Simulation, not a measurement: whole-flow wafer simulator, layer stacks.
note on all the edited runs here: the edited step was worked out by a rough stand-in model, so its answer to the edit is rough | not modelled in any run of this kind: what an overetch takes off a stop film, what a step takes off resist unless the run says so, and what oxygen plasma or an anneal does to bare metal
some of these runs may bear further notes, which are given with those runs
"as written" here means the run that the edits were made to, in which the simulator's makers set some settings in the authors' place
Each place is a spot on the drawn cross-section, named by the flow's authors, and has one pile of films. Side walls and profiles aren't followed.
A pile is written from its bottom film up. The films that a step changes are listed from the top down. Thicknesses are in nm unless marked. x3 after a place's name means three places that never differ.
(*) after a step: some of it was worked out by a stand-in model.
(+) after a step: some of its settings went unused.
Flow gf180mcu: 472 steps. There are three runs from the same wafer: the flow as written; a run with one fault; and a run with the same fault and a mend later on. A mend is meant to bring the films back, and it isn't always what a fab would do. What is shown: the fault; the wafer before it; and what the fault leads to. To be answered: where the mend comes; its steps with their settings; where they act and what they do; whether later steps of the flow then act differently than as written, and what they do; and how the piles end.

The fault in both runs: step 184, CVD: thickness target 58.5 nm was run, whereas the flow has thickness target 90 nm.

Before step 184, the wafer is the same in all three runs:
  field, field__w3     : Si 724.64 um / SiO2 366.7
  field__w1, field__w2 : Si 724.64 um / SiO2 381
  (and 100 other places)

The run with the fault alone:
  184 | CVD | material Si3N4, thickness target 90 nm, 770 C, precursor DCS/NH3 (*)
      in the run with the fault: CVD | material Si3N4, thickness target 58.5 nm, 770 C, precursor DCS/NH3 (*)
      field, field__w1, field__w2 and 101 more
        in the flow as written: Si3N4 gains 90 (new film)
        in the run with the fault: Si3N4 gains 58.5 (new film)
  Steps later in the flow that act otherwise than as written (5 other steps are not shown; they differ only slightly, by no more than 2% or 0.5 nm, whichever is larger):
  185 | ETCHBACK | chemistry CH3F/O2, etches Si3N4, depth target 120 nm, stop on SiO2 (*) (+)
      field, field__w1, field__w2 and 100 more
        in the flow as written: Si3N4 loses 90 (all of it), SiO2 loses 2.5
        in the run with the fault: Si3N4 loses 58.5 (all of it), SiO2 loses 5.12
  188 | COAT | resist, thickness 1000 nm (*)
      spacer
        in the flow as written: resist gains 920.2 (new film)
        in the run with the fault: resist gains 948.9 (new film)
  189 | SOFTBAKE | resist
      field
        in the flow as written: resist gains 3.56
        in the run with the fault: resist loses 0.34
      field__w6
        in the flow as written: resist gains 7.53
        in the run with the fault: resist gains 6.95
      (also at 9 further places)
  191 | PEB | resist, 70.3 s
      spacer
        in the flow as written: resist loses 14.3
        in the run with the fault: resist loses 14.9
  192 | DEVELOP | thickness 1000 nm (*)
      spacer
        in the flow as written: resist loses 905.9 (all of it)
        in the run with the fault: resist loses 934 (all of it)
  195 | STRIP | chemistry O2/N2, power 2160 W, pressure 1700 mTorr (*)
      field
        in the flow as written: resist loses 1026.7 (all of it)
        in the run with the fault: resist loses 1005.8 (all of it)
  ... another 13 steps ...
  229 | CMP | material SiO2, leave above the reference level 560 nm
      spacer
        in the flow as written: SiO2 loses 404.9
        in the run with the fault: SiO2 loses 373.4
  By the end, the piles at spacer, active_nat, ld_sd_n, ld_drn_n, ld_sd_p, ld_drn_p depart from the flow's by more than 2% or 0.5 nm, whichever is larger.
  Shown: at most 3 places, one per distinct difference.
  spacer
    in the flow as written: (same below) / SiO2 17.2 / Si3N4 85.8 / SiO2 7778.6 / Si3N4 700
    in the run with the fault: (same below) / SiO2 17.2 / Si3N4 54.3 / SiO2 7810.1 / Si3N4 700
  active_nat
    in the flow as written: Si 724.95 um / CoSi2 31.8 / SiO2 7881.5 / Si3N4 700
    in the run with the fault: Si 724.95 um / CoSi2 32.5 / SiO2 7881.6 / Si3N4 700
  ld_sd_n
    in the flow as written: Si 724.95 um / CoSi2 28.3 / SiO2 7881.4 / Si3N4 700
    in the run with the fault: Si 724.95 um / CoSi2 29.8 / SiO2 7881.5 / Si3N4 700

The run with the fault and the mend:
  The mend stands after step 184.
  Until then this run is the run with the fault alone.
  184a | CVD | material Si3N4, thickness target 31.5 nm, 770 C, precursor DCS/NH3 (*) (the flow's step 184, run once more with other settings)
      field, field__w1, field__w2 and 101 more
        Si3N4 gains 31.5
  Every later step of the flow that is run acts as written, at every place that is followed, to within 2% or 0.5 nm, whichever is larger.
  By the end, the piles equal the flow's at every place that both follow.
